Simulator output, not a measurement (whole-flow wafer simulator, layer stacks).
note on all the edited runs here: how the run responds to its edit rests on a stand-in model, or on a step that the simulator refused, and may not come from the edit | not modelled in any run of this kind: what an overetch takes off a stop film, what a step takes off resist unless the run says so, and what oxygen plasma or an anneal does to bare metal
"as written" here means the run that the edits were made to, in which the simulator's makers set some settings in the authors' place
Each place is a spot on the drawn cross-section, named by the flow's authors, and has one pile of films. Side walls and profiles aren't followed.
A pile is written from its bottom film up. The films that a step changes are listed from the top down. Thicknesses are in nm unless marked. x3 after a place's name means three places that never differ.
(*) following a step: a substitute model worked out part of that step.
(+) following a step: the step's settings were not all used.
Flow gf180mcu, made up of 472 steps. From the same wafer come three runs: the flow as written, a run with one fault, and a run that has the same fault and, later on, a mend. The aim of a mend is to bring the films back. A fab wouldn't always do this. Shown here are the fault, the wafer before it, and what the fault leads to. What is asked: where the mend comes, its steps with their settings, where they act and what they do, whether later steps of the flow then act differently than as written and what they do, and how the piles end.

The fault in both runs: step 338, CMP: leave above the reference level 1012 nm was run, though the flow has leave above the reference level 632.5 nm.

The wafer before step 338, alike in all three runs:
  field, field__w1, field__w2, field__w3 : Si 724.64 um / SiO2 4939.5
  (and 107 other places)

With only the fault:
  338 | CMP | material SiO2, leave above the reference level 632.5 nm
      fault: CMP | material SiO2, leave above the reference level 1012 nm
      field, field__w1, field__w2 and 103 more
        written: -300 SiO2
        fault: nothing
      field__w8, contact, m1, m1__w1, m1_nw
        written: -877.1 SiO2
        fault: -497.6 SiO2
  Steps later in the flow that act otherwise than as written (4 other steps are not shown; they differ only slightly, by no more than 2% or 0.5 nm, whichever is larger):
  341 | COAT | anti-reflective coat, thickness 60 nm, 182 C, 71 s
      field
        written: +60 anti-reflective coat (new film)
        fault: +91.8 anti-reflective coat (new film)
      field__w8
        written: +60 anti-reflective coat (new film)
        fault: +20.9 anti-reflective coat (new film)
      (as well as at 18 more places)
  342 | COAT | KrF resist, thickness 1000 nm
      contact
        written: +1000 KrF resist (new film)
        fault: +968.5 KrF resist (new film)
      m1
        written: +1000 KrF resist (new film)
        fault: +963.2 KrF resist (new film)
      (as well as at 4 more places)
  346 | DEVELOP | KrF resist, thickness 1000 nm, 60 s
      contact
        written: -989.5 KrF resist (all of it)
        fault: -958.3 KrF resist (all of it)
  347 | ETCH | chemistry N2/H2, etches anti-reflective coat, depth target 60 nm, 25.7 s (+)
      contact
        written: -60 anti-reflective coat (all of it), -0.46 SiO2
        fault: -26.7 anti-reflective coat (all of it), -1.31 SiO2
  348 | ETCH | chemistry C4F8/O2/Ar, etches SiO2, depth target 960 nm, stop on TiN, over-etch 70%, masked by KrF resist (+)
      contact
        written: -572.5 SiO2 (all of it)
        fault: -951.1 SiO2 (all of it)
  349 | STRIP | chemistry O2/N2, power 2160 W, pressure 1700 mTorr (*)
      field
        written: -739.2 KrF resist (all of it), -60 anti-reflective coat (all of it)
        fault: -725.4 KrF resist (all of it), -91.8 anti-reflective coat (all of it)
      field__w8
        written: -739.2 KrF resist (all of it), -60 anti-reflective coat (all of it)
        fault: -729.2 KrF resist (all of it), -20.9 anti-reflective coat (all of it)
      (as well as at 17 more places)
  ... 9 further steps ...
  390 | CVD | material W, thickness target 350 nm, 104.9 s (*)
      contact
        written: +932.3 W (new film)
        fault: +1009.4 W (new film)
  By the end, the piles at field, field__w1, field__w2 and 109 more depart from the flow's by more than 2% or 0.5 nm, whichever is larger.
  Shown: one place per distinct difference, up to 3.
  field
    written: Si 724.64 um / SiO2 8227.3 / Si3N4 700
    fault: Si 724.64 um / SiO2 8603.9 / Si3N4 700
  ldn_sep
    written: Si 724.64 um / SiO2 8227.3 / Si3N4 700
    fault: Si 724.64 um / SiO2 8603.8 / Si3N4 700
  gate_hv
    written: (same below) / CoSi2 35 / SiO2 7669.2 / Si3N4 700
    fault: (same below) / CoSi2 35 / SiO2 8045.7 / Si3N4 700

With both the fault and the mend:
  After step 346 comes the mend.
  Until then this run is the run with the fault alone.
  346a | STRIP | chemistry O2/N2, power 2160 W, pressure 1700 mTorr (*)
      iso_ptap_pw, iso_ntap_nw, iso_nw_fld and 33 more
        -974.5 KrF resist (all of it), -60 anti-reflective coat (all of it)
      field_sub, field_sub__w1, field_sub__w2 and 10 more
        -975.3 KrF resist (all of it), -60.2 anti-reflective coat (all of it)
      p_well, sti, spacer, sd_n, mim_1p0, pad, dice_street
        -974.6 KrF resist (all of it), -60.7 anti-reflective coat (all of it)
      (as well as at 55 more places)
  346b | CMP | material SiO2, leave above the reference level 632.5 nm (the flow's step 338 again)
      field, field__w1, field__w2 and 103 more
        -300 SiO2
      field__w8, contact, m1, m1__w1, m1_nw
        -379.5 SiO2
  346c | HMDS | 120 C, 60 s (the flow's step 340 again)
      alters no film at any place that is followed
  346d | COAT | anti-reflective coat, thickness 60 nm, 182 C, 71 s (the flow's step 341 again)
      field, field__w1, field__w2 and 108 more
        +60 anti-reflective coat (new film)
  346e | COAT | KrF resist, thickness 1000 nm (the flow's step 342 again)
      field, field__w1, field__w2 and 108 more
        +1000 KrF resist (new film)
  346f | SOFTBAKE | KrF resist (the flow's step 343 again)
      alters no film at any place that is followed
  346g | EXPOSE | photomask Via3 (the flow's step 344 again)
      alters no film at any place that is followed
  346h | PEB | KrF resist, 135 C, 90 s (the flow's step 345 again)
      field, field__w1, field__w2 and 108 more
        -10.5 KrF resist
  346i | DEVELOP | KrF resist, thickness 1000 nm, 60 s (the flow's step 346 again)
      field, field__w1, field__w2 and 107 more
        -14.9 KrF resist
      contact
        -989.5 KrF resist (all of it)
  Later steps of the flow that are run all act as written at every place that is followed.
  The piles end the same as the flow's at every place that both follow.
